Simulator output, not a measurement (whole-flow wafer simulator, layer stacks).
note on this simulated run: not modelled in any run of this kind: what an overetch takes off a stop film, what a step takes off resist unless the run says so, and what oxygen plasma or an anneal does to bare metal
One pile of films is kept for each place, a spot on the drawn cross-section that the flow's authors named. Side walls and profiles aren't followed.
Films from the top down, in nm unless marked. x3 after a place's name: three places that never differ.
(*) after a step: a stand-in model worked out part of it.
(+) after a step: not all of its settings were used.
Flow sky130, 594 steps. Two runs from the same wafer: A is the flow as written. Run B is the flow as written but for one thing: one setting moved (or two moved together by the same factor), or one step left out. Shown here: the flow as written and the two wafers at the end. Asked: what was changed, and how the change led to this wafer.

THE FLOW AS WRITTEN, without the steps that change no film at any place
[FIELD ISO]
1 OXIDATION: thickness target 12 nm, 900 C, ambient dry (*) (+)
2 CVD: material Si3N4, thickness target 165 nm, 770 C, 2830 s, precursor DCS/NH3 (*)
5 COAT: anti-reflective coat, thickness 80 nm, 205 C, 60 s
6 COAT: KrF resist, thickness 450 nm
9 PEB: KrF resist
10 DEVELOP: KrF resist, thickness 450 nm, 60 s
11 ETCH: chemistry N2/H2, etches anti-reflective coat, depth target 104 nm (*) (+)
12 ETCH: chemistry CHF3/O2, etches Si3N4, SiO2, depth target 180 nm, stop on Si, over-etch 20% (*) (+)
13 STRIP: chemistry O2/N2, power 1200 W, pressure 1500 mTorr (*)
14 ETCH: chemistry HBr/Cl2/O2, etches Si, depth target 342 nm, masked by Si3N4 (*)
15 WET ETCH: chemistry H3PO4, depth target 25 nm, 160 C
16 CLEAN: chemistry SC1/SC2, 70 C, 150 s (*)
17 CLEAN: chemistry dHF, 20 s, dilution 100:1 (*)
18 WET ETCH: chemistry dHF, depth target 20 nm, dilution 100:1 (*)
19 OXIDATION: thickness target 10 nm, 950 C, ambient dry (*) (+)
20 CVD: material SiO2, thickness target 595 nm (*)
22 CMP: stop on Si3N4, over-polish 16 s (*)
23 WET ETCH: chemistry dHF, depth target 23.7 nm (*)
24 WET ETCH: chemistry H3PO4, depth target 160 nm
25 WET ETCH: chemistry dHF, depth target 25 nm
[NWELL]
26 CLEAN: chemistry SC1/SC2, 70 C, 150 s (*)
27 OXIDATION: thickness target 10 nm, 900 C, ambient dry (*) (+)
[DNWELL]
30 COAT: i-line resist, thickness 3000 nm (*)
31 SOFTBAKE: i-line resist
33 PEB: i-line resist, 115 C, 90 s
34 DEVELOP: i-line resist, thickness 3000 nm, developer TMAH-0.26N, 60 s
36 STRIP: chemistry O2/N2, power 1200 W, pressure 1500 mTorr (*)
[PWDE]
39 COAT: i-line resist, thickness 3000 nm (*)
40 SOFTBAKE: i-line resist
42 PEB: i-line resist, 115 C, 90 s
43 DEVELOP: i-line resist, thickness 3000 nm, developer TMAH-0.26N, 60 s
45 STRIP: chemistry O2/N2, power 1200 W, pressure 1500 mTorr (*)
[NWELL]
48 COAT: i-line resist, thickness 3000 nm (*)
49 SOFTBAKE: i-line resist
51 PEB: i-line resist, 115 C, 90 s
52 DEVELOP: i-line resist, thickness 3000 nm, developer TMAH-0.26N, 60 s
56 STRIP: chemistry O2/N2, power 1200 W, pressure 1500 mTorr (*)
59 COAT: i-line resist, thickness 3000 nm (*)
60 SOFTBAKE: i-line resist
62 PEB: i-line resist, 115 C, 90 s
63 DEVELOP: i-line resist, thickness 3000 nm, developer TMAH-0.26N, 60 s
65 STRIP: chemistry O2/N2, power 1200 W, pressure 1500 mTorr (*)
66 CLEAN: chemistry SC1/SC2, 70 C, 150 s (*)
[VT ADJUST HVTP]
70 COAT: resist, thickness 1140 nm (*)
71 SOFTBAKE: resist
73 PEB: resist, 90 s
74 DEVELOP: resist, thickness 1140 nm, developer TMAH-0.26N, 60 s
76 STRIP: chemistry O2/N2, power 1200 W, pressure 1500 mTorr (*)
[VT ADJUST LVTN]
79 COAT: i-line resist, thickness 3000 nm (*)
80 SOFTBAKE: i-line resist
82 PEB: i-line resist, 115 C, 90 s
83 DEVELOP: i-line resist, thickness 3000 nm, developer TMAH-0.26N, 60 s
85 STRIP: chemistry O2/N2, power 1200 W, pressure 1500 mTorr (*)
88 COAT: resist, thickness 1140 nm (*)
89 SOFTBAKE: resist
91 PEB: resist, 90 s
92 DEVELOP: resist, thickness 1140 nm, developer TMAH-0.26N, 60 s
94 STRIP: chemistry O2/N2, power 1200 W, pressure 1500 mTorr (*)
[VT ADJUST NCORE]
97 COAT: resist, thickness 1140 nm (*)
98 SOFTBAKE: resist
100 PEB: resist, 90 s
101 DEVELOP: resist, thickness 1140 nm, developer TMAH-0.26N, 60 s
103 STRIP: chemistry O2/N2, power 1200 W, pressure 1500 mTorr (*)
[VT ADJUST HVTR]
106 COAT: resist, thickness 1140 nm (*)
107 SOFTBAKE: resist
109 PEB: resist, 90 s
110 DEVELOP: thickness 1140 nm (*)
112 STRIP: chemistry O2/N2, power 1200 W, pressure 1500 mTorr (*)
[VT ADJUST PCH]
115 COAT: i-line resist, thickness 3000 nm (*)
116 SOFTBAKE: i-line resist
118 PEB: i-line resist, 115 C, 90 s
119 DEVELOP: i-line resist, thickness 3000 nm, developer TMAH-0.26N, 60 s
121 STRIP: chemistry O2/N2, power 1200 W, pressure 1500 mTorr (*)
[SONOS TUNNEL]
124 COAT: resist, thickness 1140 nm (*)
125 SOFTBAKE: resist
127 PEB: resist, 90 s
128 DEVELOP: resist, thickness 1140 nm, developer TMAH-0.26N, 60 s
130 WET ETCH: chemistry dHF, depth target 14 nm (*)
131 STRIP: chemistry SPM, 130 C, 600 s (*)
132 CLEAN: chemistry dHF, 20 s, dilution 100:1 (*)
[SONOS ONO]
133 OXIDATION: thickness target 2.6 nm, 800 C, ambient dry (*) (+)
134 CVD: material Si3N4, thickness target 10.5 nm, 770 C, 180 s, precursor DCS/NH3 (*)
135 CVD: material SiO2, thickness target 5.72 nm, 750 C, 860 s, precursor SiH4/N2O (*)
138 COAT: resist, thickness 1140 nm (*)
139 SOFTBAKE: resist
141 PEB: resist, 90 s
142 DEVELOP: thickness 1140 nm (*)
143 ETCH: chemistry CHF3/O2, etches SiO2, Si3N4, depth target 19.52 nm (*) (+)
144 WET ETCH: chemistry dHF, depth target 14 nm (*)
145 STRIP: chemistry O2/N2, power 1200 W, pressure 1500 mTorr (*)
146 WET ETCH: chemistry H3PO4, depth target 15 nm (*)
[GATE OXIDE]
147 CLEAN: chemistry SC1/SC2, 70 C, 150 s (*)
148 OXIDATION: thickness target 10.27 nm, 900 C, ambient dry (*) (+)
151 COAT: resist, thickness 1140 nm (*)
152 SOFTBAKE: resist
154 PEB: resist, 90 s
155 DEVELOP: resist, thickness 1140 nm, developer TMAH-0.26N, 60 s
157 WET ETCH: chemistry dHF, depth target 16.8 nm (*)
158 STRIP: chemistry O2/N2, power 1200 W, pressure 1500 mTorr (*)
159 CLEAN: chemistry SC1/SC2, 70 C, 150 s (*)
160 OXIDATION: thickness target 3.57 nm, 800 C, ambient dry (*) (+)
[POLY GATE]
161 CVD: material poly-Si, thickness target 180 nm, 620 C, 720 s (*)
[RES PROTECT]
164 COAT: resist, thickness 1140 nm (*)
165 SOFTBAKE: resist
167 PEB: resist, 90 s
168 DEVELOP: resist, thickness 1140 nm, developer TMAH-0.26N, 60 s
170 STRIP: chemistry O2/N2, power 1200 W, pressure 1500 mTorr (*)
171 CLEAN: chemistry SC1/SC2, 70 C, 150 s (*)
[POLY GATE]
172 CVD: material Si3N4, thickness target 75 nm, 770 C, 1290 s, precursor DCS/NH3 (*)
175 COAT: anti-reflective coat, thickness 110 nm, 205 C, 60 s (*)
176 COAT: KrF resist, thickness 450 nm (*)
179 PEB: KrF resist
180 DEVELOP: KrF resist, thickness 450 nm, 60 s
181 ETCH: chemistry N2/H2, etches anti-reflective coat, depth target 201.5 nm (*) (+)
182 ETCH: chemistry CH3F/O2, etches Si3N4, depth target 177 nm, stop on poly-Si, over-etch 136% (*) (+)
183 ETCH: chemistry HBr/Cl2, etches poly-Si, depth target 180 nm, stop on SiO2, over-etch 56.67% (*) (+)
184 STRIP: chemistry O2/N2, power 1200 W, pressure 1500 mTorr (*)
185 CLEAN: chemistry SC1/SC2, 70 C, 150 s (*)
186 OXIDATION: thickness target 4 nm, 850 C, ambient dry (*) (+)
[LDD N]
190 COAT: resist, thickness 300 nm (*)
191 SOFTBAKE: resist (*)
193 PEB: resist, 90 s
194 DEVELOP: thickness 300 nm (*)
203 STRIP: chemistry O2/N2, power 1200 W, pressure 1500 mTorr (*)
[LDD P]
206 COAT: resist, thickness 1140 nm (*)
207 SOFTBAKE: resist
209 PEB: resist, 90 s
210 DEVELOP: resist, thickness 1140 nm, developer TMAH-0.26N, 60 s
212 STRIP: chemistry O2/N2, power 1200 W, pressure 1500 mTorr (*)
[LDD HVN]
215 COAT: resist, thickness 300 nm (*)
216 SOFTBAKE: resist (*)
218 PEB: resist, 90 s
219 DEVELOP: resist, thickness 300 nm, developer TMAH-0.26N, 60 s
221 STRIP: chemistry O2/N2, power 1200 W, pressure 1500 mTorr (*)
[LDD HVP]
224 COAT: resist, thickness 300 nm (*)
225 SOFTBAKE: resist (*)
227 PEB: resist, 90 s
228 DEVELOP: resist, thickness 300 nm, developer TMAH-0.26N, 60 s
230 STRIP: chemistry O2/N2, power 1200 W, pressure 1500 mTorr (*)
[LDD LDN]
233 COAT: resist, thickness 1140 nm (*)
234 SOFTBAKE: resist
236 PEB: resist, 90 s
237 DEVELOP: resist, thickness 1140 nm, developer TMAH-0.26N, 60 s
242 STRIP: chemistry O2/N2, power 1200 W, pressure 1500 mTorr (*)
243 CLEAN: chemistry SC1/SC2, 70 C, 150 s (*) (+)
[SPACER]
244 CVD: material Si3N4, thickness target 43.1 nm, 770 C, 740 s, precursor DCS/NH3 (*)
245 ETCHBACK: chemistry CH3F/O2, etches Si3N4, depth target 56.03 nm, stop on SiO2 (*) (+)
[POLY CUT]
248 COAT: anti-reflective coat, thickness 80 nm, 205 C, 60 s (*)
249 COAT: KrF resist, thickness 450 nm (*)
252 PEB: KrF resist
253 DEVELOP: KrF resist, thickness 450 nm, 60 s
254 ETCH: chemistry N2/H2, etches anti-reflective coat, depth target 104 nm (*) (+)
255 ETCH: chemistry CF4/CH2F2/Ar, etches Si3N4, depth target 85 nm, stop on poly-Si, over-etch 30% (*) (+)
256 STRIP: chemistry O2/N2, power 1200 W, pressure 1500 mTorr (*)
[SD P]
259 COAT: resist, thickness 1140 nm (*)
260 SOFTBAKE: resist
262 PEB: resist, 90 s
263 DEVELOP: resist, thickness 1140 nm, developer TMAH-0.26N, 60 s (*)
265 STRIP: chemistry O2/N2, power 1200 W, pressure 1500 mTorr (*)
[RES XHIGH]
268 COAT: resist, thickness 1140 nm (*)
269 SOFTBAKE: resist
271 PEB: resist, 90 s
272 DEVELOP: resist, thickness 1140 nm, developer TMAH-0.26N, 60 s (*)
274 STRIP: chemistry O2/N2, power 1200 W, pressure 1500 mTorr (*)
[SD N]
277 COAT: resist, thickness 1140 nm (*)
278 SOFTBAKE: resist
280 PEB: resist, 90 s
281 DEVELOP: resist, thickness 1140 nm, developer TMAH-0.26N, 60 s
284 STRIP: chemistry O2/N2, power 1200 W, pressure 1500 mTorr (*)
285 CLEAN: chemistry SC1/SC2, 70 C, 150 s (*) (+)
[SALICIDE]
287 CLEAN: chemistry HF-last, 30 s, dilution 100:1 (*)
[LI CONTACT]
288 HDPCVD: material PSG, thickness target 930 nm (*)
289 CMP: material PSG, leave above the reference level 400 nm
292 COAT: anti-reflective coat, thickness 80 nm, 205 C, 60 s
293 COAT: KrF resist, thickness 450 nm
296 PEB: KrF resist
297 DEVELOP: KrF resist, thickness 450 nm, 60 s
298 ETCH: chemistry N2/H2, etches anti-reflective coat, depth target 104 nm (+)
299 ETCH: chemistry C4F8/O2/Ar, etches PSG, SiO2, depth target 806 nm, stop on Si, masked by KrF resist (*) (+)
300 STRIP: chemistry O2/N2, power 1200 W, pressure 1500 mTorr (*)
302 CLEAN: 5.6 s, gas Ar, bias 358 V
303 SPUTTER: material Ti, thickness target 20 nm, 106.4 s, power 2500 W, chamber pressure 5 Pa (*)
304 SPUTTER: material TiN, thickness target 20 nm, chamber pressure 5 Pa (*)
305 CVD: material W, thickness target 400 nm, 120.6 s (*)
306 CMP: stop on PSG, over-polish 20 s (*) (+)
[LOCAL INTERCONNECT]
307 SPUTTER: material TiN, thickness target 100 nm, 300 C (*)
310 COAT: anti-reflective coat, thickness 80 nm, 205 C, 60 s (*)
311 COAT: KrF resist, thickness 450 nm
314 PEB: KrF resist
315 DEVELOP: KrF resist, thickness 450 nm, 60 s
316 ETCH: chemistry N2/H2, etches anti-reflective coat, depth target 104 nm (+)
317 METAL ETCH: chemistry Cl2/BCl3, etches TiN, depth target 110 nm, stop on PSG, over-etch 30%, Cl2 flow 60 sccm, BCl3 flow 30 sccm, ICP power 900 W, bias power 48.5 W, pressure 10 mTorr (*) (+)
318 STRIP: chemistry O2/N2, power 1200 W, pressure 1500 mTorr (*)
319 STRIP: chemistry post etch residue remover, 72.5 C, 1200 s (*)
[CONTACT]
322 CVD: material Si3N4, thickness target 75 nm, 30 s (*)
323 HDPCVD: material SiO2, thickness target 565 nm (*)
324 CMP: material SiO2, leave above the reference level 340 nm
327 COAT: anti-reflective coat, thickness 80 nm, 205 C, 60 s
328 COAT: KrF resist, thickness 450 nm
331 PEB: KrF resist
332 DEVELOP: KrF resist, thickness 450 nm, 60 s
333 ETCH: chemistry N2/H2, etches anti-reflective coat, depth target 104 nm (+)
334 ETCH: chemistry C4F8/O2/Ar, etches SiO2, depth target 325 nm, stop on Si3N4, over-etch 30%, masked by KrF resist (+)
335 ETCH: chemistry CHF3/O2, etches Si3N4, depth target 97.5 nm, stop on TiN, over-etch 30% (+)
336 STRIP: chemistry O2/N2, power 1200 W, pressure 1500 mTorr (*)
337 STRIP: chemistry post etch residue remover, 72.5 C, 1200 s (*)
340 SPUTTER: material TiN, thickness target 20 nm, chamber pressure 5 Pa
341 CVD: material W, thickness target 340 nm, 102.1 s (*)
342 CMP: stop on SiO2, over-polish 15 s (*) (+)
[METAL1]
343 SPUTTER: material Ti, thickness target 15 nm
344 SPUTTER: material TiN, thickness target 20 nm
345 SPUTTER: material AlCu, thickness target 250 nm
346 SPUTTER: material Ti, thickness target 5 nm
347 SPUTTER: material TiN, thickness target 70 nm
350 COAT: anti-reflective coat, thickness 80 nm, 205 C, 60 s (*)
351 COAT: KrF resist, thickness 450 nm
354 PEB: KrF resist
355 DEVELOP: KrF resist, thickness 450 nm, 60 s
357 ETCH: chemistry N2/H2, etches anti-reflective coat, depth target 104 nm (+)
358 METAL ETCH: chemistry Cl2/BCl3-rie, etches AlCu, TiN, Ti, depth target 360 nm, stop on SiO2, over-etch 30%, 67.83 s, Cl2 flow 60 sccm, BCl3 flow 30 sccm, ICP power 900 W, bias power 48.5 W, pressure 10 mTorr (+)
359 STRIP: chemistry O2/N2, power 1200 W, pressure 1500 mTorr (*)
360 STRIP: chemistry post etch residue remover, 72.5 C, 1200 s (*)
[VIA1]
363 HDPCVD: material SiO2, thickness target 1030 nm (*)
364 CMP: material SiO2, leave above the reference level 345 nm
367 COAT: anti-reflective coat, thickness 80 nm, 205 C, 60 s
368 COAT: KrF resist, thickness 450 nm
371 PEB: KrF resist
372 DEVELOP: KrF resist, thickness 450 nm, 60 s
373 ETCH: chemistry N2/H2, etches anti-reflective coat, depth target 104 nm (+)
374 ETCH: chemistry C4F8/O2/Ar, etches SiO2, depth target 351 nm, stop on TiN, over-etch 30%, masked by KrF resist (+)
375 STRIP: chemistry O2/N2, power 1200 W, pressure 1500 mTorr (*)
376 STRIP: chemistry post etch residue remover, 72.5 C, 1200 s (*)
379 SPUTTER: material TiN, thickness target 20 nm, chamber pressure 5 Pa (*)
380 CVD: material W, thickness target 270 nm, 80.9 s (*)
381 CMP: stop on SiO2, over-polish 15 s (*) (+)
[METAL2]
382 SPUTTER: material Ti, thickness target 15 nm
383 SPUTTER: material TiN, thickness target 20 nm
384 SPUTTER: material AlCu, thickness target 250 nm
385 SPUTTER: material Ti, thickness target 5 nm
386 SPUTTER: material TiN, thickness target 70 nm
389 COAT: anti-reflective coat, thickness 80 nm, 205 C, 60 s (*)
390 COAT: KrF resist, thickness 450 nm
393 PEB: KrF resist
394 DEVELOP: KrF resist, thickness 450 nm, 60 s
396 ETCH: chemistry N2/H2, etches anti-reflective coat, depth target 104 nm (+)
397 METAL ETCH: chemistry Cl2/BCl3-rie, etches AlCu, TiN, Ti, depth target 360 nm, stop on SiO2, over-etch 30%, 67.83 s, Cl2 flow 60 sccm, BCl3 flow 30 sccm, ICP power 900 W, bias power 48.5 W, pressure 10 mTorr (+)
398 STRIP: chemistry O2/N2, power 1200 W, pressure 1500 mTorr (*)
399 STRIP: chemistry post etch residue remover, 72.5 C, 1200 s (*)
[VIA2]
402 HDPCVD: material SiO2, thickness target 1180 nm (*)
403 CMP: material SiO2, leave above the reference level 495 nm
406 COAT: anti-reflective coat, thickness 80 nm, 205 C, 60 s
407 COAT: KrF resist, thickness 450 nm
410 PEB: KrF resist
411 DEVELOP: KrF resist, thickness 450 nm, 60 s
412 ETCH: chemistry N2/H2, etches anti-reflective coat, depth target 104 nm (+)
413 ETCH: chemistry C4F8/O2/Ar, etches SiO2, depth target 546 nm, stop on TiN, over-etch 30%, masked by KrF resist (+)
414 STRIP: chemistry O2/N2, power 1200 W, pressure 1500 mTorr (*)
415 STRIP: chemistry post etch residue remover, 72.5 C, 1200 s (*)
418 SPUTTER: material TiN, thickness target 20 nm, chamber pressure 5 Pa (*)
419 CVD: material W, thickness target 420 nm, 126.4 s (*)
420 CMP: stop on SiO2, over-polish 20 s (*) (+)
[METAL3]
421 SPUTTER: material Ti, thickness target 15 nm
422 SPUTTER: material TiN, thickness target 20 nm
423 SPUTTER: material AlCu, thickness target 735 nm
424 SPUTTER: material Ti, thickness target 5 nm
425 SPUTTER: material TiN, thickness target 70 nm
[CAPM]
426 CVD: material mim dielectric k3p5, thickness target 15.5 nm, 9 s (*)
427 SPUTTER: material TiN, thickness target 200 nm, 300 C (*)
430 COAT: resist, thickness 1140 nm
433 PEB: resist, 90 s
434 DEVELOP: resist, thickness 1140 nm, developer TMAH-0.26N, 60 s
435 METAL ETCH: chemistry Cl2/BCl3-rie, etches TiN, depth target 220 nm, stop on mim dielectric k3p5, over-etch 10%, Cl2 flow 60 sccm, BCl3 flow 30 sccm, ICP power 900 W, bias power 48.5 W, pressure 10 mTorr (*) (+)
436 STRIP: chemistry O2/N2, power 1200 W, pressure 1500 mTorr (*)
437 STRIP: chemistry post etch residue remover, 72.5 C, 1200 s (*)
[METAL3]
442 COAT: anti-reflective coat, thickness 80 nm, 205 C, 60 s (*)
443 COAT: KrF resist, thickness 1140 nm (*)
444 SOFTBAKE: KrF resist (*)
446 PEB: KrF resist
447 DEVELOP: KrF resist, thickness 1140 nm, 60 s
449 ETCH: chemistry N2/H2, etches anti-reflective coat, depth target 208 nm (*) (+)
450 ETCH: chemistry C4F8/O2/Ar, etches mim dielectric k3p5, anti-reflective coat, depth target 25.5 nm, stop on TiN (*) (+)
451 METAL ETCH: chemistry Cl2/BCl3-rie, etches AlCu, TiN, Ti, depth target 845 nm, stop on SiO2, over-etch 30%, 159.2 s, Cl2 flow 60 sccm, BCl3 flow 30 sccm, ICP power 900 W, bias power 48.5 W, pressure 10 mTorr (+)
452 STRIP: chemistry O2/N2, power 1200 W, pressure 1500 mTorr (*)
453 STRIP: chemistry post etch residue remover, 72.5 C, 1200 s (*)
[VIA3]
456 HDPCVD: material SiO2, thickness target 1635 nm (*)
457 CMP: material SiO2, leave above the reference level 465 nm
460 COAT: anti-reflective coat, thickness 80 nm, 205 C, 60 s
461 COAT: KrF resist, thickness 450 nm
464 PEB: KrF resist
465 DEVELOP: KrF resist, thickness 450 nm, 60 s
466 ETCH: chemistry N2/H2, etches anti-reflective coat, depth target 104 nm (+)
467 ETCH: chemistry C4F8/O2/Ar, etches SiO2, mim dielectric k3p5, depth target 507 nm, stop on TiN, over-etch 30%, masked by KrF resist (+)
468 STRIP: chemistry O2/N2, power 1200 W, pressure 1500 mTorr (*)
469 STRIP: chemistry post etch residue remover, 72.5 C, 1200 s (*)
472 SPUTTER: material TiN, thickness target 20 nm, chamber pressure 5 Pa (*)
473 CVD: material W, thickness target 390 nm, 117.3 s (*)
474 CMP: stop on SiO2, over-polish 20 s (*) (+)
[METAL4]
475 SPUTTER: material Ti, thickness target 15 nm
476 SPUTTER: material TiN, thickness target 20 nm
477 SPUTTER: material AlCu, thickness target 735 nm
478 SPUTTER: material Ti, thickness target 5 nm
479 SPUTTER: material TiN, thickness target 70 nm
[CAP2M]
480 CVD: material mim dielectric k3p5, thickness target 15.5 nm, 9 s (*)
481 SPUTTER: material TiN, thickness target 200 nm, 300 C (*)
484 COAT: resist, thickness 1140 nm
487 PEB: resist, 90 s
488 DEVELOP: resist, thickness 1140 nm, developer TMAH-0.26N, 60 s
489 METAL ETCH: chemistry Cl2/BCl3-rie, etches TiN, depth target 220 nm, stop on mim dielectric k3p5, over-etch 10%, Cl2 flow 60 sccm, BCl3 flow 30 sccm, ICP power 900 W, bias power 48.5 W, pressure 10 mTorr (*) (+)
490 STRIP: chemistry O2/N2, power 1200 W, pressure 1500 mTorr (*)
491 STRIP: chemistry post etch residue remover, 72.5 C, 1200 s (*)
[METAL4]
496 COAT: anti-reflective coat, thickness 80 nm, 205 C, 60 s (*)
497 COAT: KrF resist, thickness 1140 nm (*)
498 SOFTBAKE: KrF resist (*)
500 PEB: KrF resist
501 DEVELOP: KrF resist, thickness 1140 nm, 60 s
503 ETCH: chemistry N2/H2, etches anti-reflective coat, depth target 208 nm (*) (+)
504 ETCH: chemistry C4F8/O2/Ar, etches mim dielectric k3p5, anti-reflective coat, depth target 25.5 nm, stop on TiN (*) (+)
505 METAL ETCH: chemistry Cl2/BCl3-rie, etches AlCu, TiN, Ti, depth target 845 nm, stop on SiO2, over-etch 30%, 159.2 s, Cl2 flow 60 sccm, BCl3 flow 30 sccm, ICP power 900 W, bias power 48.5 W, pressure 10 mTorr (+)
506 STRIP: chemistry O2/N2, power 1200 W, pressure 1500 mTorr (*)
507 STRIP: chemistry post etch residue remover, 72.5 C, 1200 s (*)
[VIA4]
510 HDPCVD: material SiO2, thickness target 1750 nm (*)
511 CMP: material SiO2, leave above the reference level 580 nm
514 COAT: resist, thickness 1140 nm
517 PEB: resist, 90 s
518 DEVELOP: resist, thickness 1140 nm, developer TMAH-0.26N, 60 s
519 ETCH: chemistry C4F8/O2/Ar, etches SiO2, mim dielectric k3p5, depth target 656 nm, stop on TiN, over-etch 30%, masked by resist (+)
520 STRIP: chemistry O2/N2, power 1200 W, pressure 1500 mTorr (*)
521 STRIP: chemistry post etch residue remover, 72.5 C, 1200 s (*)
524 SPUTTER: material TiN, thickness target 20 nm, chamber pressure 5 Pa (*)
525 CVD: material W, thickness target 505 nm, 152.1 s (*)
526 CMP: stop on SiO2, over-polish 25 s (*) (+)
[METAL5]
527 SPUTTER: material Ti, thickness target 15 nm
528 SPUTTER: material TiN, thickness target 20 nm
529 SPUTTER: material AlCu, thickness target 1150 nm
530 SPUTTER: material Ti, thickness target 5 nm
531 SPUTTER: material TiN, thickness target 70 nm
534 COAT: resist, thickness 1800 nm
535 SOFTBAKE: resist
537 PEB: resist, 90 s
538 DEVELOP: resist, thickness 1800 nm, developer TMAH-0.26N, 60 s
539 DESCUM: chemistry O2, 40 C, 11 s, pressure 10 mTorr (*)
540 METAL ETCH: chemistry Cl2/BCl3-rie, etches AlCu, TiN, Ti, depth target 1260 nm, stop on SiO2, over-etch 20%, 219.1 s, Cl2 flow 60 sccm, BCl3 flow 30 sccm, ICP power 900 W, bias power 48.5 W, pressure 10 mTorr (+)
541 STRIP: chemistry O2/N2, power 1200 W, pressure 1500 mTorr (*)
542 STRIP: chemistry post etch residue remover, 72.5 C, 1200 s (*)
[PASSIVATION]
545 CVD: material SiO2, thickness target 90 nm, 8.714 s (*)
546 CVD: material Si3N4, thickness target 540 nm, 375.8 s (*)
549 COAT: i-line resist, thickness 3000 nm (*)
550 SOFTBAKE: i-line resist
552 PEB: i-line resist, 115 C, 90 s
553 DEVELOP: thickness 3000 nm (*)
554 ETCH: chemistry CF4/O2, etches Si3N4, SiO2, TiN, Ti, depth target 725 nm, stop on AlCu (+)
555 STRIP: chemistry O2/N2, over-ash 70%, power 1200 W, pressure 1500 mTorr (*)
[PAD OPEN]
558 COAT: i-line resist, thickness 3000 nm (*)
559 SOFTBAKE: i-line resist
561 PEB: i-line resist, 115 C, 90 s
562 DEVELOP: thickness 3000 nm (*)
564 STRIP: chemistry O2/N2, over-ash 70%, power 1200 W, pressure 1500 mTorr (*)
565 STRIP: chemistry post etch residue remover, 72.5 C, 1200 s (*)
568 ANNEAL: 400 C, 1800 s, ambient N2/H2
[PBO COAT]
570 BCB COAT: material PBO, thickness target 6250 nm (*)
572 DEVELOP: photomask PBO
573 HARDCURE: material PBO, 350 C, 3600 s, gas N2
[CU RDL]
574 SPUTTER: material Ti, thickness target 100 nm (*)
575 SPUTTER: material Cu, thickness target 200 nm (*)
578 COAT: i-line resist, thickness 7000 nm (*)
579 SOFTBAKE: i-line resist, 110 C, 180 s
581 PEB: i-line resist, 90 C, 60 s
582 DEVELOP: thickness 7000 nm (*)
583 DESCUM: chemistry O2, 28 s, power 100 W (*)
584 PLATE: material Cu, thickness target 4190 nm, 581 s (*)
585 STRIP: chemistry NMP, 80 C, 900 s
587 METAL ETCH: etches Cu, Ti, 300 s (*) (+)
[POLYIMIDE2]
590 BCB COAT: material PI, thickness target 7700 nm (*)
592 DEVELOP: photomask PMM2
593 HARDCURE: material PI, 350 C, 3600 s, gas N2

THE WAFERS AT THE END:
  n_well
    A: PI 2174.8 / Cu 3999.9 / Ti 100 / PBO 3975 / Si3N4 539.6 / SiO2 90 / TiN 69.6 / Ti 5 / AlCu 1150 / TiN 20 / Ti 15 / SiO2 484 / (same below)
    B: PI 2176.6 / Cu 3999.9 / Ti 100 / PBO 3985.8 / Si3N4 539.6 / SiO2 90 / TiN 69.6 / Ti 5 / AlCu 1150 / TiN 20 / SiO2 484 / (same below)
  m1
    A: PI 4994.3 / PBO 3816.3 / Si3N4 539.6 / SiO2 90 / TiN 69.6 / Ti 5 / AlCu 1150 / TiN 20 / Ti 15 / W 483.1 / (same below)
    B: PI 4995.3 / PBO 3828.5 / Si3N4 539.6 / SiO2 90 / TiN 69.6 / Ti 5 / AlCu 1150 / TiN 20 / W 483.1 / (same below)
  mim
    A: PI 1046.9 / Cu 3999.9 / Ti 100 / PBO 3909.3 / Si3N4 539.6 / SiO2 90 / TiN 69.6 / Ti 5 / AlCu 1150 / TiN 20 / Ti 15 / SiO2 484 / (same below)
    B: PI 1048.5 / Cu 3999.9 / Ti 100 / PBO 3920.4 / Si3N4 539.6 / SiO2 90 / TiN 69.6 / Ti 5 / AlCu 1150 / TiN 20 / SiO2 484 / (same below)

The cause: step 527, SPUTTER: material Ti, thickness target 15 nm, was left out.

How the change led to this, step by step:
  540 METAL ETCH: chemistry Cl2/BCl3-rie, etches AlCu, TiN, Ti, depth target 1260 nm, stop on SiO2, over-etch 20%, 219.1 s, Cl2 flow 60 sccm, BCl3 flow 30 sccm, ICP power 900 W, bias power 48.5 W, pressure 10 mTorr (+)
      field, active, gate and 175 more: A TiN -70 (all of it), Ti -5 (all of it), AlCu -1150 (all of it), TiN -20 (all of it), Ti -15 (all of it), SiO2 -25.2 | B TiN -70 (all of it), Ti -5 (all of it), AlCu -1150 (all of it), TiN -20 (all of it), SiO2 -26.7
  552 PEB: i-line resist, 115 C, 90 s
      iso_guard__w2: A i-line resist -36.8 | B i-line resist -36
  561 PEB: i-line resist, 115 C, 90 s
      iso_guard__w2: A i-line resist -36.8 | B i-line resist -36
  578 COAT: i-line resist, thickness 7000 nm (*)
      pad: A i-line resist +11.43 um (new film) | B i-line resist +11.44 um (new film)
  582 DEVELOP: thickness 7000 nm (*)
      pad: A i-line resist -11.43 um (all of it) | B i-line resist -11.44 um (all of it)
